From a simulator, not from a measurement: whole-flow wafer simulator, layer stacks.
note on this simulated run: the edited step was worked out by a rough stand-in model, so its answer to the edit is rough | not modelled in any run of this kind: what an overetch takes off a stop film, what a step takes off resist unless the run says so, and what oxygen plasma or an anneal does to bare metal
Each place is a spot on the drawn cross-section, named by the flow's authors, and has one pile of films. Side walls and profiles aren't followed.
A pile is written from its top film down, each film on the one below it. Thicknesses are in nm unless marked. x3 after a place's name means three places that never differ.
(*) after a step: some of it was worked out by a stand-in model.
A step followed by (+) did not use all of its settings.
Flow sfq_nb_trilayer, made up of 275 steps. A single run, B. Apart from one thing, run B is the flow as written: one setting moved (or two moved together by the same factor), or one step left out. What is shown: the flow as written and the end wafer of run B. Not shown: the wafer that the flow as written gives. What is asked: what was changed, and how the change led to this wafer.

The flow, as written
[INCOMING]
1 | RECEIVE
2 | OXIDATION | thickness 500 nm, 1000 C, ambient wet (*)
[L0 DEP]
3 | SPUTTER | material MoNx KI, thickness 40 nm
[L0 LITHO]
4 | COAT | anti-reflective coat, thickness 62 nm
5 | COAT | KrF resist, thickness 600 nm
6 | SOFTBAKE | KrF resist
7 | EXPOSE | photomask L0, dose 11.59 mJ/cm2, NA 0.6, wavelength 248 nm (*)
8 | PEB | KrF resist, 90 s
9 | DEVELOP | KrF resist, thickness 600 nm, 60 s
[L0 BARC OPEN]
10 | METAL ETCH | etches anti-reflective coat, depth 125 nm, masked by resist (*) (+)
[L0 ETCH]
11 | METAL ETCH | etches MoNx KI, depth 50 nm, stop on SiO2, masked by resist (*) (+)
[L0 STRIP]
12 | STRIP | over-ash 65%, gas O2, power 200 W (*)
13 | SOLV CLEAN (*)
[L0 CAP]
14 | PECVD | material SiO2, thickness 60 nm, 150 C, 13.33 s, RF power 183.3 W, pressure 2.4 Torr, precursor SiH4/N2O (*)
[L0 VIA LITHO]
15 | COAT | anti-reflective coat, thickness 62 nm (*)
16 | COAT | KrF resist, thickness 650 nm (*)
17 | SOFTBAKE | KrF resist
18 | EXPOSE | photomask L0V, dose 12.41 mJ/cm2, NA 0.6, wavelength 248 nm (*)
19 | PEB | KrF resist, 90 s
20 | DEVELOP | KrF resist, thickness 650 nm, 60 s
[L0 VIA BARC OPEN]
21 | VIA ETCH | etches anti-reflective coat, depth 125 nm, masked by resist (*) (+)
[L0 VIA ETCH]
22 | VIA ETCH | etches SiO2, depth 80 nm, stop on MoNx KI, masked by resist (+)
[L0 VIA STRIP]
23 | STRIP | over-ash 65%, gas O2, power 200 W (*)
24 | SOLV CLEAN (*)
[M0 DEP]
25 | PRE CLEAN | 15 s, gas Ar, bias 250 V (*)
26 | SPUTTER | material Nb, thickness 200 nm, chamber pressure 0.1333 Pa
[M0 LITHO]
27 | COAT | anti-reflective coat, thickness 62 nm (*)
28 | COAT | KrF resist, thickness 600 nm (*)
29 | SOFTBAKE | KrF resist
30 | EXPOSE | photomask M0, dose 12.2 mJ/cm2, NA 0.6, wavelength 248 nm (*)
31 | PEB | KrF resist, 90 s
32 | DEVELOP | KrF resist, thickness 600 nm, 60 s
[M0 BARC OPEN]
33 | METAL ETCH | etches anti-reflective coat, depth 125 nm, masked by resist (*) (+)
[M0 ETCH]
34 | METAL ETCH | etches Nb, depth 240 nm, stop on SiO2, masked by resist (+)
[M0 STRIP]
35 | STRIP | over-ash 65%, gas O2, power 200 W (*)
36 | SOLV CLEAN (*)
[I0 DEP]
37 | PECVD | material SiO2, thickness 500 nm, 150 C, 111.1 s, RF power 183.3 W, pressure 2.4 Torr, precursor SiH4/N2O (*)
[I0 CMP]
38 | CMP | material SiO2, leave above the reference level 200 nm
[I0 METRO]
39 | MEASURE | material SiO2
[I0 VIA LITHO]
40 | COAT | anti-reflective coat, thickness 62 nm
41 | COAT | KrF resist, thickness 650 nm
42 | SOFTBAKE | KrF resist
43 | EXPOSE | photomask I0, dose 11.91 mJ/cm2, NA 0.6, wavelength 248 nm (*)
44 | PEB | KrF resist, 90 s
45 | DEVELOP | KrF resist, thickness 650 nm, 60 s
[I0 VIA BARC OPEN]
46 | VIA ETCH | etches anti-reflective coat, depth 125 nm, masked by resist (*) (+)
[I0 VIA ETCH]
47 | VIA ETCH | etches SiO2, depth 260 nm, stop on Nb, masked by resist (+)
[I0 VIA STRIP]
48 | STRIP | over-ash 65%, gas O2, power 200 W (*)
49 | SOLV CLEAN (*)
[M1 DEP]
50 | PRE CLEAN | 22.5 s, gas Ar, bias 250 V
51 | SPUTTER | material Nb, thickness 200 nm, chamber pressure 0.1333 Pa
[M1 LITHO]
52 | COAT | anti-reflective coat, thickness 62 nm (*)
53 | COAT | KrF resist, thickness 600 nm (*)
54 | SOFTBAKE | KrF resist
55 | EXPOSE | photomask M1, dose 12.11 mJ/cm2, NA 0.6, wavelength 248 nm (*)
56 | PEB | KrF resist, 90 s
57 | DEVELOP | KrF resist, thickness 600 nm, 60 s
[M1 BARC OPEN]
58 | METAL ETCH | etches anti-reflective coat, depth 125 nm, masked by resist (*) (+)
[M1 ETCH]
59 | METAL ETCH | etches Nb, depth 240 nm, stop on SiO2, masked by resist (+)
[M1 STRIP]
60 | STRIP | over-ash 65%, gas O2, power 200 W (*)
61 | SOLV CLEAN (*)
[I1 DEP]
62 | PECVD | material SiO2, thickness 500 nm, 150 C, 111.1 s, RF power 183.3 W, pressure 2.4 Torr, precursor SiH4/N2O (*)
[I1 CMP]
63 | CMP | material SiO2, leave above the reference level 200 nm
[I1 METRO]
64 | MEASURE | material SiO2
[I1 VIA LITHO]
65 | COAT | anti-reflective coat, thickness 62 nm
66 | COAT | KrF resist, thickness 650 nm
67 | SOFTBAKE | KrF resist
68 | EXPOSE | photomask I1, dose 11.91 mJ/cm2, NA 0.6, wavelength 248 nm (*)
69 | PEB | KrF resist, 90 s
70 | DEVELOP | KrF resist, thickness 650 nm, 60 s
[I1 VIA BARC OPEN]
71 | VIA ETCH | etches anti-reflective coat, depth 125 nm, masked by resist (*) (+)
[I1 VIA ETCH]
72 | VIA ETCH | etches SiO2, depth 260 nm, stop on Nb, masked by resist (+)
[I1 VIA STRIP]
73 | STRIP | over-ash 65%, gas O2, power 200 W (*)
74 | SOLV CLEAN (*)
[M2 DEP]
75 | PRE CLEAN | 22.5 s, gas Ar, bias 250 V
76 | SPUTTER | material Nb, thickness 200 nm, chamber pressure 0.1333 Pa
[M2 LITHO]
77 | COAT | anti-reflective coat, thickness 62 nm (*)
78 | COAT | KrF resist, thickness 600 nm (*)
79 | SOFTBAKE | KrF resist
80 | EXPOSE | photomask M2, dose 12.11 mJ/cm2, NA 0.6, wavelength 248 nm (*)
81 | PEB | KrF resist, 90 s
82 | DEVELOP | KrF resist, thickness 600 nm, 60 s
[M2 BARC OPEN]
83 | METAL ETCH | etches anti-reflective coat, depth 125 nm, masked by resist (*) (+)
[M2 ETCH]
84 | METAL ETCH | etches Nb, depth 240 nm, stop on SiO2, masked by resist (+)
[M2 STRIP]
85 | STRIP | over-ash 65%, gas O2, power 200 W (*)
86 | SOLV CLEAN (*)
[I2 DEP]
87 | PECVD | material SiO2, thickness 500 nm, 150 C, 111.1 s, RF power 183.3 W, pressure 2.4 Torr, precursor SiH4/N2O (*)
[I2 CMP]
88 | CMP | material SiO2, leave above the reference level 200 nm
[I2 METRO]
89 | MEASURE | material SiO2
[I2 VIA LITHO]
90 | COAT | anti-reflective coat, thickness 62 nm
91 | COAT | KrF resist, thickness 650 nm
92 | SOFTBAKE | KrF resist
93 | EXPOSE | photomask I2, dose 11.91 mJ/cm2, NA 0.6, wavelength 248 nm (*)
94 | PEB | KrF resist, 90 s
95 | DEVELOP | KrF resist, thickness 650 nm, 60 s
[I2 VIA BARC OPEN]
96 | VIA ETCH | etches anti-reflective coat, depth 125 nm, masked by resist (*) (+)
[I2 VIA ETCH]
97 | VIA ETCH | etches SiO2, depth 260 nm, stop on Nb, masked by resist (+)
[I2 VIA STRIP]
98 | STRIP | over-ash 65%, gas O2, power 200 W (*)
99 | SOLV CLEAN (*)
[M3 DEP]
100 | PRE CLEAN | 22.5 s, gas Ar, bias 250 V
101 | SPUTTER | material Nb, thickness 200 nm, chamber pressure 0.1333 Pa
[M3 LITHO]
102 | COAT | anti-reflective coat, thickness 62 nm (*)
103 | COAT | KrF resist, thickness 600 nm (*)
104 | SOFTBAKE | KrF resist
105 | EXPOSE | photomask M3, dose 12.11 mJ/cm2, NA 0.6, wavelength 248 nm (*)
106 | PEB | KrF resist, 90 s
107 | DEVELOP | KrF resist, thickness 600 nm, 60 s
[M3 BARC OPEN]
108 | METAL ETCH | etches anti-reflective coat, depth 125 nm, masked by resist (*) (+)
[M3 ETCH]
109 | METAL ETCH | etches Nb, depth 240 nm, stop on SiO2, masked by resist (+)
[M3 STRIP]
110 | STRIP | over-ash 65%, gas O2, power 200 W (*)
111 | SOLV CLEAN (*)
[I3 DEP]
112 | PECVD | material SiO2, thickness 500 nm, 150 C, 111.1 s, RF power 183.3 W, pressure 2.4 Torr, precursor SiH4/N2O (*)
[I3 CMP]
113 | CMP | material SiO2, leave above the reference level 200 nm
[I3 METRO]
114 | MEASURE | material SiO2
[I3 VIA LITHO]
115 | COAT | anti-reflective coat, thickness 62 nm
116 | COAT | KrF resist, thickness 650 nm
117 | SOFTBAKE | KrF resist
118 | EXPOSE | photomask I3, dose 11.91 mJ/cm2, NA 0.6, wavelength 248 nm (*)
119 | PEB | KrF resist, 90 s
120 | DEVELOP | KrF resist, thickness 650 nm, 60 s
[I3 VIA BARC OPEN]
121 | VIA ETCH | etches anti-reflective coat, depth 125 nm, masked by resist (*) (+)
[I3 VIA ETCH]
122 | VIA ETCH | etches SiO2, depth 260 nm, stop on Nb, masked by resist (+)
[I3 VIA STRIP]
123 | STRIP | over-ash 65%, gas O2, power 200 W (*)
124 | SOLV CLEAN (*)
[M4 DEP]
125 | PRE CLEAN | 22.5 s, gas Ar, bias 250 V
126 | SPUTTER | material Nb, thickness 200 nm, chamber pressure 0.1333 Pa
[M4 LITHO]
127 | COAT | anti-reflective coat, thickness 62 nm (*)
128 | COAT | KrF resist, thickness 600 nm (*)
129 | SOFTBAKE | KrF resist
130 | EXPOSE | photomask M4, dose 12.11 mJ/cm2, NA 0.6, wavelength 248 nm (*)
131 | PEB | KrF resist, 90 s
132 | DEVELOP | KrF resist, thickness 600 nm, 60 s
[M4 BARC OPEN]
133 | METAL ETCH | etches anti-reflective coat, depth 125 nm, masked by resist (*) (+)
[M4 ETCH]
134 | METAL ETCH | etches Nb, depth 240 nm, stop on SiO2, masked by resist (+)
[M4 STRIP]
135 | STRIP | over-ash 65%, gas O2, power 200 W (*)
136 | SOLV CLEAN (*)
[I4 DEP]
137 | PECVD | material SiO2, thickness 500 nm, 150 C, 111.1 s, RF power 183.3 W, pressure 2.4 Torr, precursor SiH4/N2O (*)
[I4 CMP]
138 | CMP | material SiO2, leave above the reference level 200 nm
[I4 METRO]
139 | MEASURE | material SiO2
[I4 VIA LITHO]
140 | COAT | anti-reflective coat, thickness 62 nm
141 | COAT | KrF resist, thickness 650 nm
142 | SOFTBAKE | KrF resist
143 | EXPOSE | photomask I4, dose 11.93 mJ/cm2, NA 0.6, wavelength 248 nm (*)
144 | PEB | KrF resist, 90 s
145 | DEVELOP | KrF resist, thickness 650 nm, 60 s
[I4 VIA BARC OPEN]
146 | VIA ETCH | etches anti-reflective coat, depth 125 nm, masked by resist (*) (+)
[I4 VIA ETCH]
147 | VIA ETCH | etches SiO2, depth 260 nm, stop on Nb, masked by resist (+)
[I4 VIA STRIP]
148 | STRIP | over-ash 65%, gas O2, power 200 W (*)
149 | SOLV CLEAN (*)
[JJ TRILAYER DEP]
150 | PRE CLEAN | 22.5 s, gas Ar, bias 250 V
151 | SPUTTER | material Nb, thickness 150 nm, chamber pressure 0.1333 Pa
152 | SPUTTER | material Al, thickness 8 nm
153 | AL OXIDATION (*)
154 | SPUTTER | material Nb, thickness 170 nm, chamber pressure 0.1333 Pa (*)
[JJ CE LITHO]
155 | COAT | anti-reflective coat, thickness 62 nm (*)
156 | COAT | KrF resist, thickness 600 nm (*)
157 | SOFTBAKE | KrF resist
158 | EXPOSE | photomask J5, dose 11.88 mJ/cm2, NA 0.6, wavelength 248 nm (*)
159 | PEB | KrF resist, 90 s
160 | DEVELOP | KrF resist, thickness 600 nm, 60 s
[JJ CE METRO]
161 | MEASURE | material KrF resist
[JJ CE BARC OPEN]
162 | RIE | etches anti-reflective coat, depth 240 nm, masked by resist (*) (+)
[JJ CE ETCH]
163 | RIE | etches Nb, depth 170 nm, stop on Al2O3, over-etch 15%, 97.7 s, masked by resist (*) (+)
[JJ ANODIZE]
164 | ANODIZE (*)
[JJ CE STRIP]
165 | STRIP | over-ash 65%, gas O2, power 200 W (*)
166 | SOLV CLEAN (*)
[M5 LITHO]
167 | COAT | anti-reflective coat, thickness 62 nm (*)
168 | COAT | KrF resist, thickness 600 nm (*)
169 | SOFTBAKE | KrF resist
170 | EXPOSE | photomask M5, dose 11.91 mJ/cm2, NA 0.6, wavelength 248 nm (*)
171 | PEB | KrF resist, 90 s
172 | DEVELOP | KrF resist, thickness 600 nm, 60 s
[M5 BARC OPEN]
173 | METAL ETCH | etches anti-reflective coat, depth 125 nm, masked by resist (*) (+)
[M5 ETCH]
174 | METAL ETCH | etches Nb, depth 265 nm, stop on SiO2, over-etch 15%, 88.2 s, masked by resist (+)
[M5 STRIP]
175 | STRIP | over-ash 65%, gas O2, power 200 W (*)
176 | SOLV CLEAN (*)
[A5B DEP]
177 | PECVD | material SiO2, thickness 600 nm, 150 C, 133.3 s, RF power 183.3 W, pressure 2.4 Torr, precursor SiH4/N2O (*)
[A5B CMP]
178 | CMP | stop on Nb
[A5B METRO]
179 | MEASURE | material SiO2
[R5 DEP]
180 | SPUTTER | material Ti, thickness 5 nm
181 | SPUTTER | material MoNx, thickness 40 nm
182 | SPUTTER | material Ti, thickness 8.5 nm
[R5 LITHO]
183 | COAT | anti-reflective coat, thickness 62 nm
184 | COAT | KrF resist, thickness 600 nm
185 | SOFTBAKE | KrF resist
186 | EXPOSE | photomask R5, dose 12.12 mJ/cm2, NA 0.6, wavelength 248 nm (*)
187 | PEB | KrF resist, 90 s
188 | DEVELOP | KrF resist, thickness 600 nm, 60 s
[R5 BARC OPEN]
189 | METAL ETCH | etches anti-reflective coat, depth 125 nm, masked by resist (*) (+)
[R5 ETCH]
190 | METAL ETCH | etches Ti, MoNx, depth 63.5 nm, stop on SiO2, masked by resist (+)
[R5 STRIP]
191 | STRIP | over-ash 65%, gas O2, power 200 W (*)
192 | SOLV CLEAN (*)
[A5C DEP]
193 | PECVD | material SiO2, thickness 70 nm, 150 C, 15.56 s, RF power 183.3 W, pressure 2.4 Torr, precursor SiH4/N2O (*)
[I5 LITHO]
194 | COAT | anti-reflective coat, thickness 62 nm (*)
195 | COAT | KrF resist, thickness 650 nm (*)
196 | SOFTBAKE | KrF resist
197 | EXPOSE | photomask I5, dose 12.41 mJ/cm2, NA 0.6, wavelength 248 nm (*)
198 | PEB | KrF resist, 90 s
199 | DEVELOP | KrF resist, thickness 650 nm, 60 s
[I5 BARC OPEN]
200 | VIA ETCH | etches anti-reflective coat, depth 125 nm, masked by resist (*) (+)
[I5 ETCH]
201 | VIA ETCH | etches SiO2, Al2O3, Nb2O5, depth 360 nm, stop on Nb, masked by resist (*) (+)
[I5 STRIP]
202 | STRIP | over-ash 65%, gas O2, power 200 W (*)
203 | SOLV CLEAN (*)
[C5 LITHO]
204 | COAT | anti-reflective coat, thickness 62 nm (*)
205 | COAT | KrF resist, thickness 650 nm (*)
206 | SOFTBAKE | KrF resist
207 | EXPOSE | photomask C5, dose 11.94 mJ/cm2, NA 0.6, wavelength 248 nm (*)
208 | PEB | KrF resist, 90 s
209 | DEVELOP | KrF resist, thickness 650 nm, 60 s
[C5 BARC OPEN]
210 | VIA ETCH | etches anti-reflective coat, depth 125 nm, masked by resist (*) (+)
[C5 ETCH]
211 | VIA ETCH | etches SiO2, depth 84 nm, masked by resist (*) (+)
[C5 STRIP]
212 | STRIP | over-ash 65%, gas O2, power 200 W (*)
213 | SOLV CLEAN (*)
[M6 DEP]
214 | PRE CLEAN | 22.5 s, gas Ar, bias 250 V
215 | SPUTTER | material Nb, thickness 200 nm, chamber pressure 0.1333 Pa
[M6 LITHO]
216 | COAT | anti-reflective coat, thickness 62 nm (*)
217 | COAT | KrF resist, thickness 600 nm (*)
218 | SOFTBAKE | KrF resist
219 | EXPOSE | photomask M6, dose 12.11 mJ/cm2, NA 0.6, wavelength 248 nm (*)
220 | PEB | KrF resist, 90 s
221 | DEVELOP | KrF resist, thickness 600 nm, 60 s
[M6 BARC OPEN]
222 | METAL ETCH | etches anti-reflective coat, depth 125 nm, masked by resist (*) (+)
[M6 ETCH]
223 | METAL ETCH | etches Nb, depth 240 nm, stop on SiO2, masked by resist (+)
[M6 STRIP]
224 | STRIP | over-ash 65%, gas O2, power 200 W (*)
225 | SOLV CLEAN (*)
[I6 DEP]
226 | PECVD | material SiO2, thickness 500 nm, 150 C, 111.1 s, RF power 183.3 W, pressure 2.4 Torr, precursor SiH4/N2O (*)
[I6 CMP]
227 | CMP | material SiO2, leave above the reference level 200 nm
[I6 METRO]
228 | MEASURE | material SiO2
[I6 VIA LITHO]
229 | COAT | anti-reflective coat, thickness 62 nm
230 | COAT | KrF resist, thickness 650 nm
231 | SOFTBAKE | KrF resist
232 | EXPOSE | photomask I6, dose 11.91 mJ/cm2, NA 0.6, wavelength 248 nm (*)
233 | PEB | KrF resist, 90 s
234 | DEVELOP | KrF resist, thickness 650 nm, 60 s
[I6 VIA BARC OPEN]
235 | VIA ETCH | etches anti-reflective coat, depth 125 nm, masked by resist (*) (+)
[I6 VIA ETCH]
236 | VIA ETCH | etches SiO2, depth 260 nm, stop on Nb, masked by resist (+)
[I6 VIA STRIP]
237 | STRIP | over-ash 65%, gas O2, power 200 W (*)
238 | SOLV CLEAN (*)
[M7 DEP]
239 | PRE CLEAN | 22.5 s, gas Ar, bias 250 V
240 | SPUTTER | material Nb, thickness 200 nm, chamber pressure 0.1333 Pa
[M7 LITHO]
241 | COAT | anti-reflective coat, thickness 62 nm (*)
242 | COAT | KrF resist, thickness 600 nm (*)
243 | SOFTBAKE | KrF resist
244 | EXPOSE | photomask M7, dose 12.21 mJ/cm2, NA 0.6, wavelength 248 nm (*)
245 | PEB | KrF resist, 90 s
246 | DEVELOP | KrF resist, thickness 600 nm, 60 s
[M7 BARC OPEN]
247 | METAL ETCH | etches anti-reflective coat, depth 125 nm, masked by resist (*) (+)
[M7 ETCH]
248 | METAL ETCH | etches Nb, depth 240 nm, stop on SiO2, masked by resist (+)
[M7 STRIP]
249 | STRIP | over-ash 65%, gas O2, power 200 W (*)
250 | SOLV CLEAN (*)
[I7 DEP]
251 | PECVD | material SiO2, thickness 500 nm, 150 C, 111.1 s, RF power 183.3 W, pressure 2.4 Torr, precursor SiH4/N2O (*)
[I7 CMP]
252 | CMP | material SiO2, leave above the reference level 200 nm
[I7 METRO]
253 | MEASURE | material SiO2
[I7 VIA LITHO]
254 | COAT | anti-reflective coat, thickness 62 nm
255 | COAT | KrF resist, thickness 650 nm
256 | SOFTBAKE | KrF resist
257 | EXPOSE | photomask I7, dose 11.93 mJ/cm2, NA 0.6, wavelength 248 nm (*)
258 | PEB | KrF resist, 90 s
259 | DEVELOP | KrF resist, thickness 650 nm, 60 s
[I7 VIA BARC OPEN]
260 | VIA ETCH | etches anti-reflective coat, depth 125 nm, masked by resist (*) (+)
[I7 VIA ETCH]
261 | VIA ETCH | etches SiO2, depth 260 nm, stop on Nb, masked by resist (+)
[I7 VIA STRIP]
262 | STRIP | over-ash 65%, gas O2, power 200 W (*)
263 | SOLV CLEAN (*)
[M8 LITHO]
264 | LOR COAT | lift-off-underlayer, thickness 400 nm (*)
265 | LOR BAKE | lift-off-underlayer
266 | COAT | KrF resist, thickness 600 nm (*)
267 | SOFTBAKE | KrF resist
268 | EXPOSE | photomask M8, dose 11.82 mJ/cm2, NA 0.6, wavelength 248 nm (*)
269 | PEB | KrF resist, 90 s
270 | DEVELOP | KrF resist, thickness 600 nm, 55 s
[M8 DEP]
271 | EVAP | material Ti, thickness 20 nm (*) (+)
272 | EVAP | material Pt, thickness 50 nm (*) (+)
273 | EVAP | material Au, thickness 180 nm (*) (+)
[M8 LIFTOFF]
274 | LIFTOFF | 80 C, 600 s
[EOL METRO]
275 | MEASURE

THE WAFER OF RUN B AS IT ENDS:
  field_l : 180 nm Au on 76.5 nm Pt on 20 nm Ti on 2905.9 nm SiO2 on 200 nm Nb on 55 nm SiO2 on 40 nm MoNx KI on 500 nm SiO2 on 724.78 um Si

Cause: step 272, EVAP: thickness 76.5 nm was run, though the flow has thickness 50 nm.
The wafer itself shows it: field_l has Pt 76.5, and step 272 as written asks for 50 nm.

How this came from the change, step by step:
  272 | EVAP | material Pt, thickness 50 nm (*) (+)
      field_l, v_sur, via_wl and 103 more: Pt gains 76.5 (new film) (in the flow as written it would be: Pt gains 50 (new film))
  274 | LIFTOFF | 80 C, 600 s
      p4_fl, p4_fm, p4_w1 and 71 more: Au loses 180 (all of it), Pt loses 76.5 (all of it), Ti loses 20 (all of it), KrF resist loses 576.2 (all of it), lift-off-underlayer loses 400 (all of it) (in the flow as written it would be: Au loses 180 (all of it), Pt loses 50 (all of it), Ti loses 20 (all of it), KrF resist loses 576.2 (all of it), lift-off-underlayer loses 400 (all of it))
      c5j, ce_r: Au loses 180 (all of it), Pt loses 76.5 (all of it), Ti loses 20 (all of it), KrF resist loses 573.3 (all of it), lift-off-underlayer loses 399.3 (all of it) (in the flow as written it would be: Au loses 180 (all of it), Pt loses 50 (all of it), Ti loses 20 (all of it), KrF resist loses 573.3 (all of it), lift-off-underlayer loses 399.3 (all of it))
      (also at 19 further places)
